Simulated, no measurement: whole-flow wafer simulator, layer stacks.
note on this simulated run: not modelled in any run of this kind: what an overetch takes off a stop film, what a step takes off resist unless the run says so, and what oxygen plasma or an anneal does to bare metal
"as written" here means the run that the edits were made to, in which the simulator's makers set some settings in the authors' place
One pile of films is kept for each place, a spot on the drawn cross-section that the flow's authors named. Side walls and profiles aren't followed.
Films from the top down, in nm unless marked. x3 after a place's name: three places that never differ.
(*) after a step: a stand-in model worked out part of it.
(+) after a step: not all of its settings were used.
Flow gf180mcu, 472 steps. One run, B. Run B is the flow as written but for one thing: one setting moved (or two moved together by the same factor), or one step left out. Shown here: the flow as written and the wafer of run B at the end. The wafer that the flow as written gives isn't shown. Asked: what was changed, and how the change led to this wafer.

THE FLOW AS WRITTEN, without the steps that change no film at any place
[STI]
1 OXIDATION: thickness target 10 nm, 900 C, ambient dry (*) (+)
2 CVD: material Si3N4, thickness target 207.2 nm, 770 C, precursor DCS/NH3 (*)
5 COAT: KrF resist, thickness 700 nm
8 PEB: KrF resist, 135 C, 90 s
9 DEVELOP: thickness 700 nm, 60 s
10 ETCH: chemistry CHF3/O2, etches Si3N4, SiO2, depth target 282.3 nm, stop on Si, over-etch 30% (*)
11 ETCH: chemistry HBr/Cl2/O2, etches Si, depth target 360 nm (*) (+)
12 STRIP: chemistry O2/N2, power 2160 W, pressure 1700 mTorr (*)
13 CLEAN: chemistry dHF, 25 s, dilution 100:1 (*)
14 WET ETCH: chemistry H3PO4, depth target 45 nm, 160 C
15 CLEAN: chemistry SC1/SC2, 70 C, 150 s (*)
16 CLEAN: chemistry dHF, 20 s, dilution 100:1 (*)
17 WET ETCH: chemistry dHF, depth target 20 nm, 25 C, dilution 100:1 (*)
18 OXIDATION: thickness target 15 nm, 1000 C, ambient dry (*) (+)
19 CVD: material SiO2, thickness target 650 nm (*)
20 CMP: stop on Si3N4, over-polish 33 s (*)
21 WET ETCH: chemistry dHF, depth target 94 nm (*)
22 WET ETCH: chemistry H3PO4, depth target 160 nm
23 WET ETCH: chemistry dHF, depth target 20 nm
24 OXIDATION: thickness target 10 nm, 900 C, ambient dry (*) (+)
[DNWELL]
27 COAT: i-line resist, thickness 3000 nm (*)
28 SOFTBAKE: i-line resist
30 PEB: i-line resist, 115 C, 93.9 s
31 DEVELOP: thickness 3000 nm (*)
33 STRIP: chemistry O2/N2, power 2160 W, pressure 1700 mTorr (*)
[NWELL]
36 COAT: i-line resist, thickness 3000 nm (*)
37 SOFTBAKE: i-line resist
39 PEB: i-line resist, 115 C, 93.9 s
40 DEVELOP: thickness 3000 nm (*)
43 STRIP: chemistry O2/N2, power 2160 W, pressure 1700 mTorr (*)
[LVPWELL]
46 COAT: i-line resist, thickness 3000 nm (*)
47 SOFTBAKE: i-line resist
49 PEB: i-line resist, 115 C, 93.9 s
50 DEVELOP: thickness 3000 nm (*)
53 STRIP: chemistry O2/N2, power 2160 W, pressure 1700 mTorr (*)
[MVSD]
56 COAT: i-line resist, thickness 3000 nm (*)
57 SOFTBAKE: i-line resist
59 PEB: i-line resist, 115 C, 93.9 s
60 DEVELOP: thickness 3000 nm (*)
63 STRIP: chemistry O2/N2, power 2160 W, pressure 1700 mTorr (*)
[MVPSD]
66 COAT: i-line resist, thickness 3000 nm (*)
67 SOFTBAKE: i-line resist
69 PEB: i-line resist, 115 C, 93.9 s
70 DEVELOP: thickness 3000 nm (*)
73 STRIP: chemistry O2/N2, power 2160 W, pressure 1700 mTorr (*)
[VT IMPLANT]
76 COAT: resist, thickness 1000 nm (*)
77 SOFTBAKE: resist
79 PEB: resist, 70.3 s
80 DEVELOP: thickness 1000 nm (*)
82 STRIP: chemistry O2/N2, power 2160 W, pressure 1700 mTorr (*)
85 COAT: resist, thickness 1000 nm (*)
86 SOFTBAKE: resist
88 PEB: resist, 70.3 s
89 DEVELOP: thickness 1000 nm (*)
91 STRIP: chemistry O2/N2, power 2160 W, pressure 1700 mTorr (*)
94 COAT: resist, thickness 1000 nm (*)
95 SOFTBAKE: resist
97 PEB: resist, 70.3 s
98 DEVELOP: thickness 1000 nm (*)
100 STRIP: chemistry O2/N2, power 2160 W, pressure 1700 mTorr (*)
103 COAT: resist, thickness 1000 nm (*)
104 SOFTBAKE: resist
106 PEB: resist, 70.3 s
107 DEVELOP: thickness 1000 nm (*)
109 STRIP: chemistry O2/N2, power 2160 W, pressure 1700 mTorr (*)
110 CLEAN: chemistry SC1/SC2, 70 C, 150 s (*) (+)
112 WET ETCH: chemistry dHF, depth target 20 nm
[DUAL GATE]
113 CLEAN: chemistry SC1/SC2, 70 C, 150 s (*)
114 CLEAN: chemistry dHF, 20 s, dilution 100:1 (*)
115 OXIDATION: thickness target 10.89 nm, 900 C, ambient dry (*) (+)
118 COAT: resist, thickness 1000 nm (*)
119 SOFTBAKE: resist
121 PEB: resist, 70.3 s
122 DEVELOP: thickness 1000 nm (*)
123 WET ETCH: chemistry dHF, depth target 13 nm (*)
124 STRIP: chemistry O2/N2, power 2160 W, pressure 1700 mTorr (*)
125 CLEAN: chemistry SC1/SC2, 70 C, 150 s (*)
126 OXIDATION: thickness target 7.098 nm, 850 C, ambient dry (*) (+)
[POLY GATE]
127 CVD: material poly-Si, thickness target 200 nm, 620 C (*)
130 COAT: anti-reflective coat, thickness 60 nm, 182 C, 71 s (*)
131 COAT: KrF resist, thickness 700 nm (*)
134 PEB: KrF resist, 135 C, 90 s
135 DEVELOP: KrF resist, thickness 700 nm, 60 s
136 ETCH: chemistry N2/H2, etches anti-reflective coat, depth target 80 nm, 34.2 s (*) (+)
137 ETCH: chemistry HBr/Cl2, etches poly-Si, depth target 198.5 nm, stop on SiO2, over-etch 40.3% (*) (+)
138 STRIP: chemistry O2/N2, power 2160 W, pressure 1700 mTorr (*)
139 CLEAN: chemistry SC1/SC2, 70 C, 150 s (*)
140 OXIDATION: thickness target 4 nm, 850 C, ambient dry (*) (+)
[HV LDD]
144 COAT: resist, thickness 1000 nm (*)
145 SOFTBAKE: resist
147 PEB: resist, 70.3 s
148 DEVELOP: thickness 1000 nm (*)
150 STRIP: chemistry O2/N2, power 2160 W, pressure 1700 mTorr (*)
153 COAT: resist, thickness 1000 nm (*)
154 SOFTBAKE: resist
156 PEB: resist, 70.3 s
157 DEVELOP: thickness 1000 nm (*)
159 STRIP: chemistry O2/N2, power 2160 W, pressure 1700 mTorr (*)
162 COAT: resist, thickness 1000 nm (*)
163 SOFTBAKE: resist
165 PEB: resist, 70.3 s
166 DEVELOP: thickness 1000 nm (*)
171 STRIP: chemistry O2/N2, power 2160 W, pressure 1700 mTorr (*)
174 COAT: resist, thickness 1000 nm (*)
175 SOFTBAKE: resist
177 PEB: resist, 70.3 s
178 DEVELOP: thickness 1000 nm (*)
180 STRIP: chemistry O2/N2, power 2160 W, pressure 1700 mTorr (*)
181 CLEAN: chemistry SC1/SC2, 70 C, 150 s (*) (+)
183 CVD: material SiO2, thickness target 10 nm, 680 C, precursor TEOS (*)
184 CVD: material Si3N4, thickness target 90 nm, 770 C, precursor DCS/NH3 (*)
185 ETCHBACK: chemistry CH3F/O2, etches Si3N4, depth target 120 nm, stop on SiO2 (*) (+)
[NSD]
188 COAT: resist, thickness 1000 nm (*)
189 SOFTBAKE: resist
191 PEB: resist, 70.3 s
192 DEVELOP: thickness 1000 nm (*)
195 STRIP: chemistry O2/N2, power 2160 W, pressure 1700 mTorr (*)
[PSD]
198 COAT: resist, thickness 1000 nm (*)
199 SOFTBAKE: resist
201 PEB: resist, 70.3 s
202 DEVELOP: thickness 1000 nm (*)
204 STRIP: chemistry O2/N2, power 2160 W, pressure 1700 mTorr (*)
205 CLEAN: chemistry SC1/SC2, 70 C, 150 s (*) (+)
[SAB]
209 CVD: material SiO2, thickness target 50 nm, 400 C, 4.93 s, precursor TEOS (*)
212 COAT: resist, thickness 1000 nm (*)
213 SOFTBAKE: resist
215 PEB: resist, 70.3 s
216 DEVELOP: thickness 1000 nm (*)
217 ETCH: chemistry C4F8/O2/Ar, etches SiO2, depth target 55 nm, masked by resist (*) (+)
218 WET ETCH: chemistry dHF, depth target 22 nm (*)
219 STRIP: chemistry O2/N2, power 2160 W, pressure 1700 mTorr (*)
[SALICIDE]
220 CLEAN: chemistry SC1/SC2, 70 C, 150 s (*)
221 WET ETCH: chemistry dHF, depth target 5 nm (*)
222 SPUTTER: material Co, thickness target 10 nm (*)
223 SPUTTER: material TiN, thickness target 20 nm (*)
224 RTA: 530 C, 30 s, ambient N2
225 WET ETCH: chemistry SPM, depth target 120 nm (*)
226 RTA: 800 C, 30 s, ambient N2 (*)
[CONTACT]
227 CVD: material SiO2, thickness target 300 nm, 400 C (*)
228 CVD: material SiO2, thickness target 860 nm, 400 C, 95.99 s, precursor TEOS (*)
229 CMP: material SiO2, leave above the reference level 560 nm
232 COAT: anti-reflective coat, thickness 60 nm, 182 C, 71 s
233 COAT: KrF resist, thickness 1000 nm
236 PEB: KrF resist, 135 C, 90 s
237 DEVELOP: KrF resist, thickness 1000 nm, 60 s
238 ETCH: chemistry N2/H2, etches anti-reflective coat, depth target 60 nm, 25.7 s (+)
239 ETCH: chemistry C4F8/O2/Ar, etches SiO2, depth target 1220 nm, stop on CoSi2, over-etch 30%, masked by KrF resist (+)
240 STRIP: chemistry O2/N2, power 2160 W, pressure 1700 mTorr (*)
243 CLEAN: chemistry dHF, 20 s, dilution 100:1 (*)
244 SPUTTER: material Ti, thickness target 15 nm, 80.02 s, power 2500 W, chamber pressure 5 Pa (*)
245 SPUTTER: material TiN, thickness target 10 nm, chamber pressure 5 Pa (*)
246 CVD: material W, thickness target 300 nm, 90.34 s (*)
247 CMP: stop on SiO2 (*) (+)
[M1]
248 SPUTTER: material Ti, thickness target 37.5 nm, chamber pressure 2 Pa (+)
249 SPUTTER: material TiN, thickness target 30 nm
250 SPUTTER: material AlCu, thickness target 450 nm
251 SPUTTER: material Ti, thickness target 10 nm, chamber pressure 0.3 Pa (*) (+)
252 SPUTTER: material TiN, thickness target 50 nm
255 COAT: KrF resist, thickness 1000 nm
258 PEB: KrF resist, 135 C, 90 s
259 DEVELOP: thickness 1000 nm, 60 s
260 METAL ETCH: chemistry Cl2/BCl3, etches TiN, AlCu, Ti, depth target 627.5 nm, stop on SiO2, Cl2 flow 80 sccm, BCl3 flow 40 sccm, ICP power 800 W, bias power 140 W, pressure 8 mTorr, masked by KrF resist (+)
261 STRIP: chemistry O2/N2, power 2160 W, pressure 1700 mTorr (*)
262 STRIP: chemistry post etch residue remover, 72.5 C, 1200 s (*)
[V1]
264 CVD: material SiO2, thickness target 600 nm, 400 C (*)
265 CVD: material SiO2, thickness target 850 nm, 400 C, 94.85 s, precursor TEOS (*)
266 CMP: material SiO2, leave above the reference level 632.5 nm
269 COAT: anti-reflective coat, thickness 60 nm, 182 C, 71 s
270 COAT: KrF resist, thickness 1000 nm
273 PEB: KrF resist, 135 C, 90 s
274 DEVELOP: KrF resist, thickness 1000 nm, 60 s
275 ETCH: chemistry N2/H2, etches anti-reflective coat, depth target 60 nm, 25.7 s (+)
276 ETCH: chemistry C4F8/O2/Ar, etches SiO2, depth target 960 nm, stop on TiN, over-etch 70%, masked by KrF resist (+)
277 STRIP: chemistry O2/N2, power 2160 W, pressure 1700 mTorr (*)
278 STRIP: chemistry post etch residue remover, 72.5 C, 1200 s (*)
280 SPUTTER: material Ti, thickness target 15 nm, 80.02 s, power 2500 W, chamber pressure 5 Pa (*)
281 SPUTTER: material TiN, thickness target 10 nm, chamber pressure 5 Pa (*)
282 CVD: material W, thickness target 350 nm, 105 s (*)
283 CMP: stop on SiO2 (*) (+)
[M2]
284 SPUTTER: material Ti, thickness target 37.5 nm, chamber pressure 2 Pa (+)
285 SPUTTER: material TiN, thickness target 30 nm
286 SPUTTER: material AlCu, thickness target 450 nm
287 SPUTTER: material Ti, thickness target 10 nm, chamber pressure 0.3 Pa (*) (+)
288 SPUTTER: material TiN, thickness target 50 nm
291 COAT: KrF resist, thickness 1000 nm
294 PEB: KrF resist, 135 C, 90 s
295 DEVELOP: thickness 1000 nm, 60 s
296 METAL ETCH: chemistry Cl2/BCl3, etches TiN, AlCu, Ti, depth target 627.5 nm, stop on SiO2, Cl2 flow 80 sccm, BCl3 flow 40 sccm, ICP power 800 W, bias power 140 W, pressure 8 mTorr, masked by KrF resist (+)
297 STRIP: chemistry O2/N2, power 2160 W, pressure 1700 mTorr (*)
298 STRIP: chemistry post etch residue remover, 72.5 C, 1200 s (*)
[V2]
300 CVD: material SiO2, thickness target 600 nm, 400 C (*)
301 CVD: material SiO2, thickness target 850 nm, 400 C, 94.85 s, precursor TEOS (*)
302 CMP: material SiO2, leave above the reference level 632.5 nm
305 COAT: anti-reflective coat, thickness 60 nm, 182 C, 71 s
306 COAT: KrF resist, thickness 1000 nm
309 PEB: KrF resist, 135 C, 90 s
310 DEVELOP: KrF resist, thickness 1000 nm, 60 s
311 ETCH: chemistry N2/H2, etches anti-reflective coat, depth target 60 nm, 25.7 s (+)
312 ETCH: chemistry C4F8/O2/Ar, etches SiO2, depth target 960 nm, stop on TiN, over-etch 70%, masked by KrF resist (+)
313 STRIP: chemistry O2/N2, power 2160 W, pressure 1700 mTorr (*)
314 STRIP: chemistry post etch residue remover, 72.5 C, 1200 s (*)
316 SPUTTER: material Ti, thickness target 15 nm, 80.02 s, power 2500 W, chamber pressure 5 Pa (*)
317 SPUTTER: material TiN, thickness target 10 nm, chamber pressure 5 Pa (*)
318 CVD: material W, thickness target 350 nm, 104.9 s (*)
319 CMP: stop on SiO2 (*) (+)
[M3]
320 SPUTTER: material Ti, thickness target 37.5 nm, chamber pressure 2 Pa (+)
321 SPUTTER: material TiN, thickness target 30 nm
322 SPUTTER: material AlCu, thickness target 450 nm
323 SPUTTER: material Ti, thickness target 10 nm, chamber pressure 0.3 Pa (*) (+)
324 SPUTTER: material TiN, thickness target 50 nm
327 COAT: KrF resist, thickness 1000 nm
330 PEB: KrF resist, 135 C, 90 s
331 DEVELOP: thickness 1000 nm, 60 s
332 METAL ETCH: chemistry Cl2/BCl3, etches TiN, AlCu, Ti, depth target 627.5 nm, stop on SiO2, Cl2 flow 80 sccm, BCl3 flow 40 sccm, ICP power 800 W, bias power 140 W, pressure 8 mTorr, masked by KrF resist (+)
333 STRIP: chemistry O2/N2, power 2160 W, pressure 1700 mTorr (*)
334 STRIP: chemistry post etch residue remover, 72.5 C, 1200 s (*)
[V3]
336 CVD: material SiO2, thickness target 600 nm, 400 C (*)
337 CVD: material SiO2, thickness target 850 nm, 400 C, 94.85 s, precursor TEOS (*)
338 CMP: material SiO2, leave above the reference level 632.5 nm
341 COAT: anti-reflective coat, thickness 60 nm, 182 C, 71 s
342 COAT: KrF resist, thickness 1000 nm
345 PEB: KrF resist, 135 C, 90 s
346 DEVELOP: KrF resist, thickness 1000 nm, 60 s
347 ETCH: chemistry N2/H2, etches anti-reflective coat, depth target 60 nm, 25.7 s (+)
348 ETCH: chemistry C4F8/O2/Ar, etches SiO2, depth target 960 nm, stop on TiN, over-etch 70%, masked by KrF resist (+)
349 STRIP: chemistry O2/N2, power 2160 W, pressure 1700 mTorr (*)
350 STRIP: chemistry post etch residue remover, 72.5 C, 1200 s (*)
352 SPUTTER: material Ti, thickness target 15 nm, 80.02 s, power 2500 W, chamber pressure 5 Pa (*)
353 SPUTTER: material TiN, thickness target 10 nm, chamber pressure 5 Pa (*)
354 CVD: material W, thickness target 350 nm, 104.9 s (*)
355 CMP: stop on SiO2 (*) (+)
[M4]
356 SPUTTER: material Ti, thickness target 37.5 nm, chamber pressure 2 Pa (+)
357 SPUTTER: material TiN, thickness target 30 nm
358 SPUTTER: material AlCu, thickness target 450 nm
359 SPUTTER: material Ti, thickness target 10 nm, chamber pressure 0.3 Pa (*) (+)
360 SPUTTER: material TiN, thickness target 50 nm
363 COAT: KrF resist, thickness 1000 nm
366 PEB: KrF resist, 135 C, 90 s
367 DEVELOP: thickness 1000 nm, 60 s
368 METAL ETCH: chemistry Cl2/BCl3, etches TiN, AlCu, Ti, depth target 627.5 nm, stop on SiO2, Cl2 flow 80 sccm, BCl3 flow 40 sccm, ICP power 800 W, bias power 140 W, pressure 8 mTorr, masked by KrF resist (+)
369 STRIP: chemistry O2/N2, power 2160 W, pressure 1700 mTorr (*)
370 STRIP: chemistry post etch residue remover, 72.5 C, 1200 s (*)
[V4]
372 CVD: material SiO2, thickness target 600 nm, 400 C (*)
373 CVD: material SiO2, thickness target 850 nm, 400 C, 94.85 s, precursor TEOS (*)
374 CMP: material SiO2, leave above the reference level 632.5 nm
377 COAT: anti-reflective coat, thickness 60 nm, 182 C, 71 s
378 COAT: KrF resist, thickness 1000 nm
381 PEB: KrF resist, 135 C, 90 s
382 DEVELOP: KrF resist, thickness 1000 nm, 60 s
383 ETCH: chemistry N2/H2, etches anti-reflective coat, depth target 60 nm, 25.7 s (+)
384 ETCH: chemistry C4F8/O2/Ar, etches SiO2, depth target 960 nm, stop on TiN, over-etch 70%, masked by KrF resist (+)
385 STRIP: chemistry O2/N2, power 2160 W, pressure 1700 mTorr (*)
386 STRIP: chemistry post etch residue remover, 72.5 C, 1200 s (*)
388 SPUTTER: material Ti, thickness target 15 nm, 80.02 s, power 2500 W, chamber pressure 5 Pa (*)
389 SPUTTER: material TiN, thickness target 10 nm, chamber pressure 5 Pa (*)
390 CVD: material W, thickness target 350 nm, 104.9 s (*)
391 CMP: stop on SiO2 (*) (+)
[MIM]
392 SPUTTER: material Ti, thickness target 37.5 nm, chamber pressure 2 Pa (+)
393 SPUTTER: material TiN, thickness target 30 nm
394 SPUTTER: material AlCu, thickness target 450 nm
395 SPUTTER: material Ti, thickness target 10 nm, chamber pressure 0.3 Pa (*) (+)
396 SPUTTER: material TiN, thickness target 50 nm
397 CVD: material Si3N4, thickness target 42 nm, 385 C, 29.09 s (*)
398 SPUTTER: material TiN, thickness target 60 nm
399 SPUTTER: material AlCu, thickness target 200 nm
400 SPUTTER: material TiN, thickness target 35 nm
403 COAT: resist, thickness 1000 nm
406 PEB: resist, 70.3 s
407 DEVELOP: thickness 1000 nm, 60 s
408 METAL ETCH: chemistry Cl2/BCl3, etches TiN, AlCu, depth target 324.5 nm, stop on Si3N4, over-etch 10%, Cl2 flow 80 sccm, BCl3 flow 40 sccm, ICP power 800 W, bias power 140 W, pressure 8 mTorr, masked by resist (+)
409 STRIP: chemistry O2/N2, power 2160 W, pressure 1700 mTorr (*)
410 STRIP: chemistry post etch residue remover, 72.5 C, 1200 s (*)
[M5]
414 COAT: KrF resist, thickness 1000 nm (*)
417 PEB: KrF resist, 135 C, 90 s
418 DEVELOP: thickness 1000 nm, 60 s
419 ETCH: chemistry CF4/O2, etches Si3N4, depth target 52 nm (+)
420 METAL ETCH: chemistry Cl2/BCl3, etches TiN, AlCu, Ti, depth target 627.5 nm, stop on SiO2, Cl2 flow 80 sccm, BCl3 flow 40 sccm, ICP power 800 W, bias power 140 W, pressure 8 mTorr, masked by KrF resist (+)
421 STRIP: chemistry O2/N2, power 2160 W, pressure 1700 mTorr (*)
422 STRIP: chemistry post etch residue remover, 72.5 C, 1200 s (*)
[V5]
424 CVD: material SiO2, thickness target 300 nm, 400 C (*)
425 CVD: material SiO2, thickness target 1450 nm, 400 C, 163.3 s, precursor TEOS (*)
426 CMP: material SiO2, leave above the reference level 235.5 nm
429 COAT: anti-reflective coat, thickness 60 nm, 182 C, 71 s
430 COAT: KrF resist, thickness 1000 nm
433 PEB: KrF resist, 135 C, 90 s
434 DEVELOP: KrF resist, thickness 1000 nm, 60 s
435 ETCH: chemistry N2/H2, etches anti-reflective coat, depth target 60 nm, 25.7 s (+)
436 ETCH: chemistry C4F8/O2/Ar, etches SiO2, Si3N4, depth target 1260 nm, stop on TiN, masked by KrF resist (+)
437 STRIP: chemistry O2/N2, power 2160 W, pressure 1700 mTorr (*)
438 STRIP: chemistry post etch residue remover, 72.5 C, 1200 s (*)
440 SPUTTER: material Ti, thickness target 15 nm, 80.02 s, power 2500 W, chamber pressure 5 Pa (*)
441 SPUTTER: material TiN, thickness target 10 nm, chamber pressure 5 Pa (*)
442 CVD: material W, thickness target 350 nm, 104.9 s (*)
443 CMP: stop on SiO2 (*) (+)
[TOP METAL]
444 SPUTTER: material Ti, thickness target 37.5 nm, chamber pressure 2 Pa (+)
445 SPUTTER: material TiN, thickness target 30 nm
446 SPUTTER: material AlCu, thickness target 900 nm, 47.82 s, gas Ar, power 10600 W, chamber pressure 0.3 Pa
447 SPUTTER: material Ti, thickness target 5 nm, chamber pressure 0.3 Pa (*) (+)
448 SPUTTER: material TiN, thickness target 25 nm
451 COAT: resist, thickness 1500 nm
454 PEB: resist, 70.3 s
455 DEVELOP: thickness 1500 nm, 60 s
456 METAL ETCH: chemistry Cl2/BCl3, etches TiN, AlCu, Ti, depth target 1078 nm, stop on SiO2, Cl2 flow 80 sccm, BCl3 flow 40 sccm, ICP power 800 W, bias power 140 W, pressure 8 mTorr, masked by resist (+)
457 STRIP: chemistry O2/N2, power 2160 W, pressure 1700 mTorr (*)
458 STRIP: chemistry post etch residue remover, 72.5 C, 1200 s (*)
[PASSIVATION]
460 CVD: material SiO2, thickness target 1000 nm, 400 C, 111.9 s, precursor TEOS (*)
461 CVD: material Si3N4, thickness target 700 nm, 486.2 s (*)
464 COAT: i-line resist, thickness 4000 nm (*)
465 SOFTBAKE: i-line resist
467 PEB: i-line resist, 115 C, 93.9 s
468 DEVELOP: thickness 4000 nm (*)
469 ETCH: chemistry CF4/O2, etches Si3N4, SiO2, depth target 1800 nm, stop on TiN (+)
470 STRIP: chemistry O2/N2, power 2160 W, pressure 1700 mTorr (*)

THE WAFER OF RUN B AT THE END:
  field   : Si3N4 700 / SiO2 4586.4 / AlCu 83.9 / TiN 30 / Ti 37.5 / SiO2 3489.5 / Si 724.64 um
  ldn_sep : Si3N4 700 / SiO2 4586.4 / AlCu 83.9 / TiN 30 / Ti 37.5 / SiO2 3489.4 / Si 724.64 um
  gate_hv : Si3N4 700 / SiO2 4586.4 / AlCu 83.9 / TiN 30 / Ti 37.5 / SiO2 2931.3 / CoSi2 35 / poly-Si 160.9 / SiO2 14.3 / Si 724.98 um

The cause: step 332, METAL ETCH: depth target 420.4 nm was run, where the flow has depth target 627.5 nm.

How the change led to this, step by step:
  332 METAL ETCH: chemistry Cl2/BCl3, etches TiN, AlCu, Ti, depth target 627.5 nm, stop on SiO2, Cl2 flow 80 sccm, BCl3 flow 40 sccm, ICP power 800 W, bias power 140 W, pressure 8 mTorr, masked by KrF resist (+)
      field, field__w1, field__w2 and 103 more: TiN -50 (all of it), Ti -10 (all of it), AlCu -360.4 (as written it would be: TiN -50 (all of it), Ti -10 (all of it), AlCu -450 (all of it), TiN -30 (all of it), Ti -37.5 (all of it))
      field__w8, contact, m1, m1__w1, m1_nw: KrF resist -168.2 (as written it would be: KrF resist -251)
  333 STRIP: chemistry O2/N2, power 2160 W, pressure 1700 mTorr (*)
      field__w8, contact, m1, m1__w1, m1_nw: KrF resist -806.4 (all of it) (as written it would be: KrF resist -723.5 (all of it))
  334 STRIP: chemistry post etch residue remover, 72.5 C, 1200 s (*)
      field, field__w1, field__w2 and 103 more: AlCu -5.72 (as written it would be: nothing)
  336 CVD: material SiO2, thickness target 600 nm, 400 C (*)
      field, field__w1, field__w2 and 103 more: SiO2 +600 (new film) (as written it would be: SiO2 +600)
  338 CMP: material SiO2, leave above the reference level 632.5 nm
      field, field__w1, field__w2 and 103 more: SiO2 -451.4 (as written it would be: SiO2 -300)
Counting metal films that touch as one body, field has 1 body; the flow as written gives 0 bodies.
Counting metal films that touch as one body, ldn_sep has 1 body; the flow as written gives 0 bodies.
Counting metal films that touch as one body, gate_hv has 2 bodies (between them, from the top down: SiO2 2931.3); the flow as written gives 1 body.
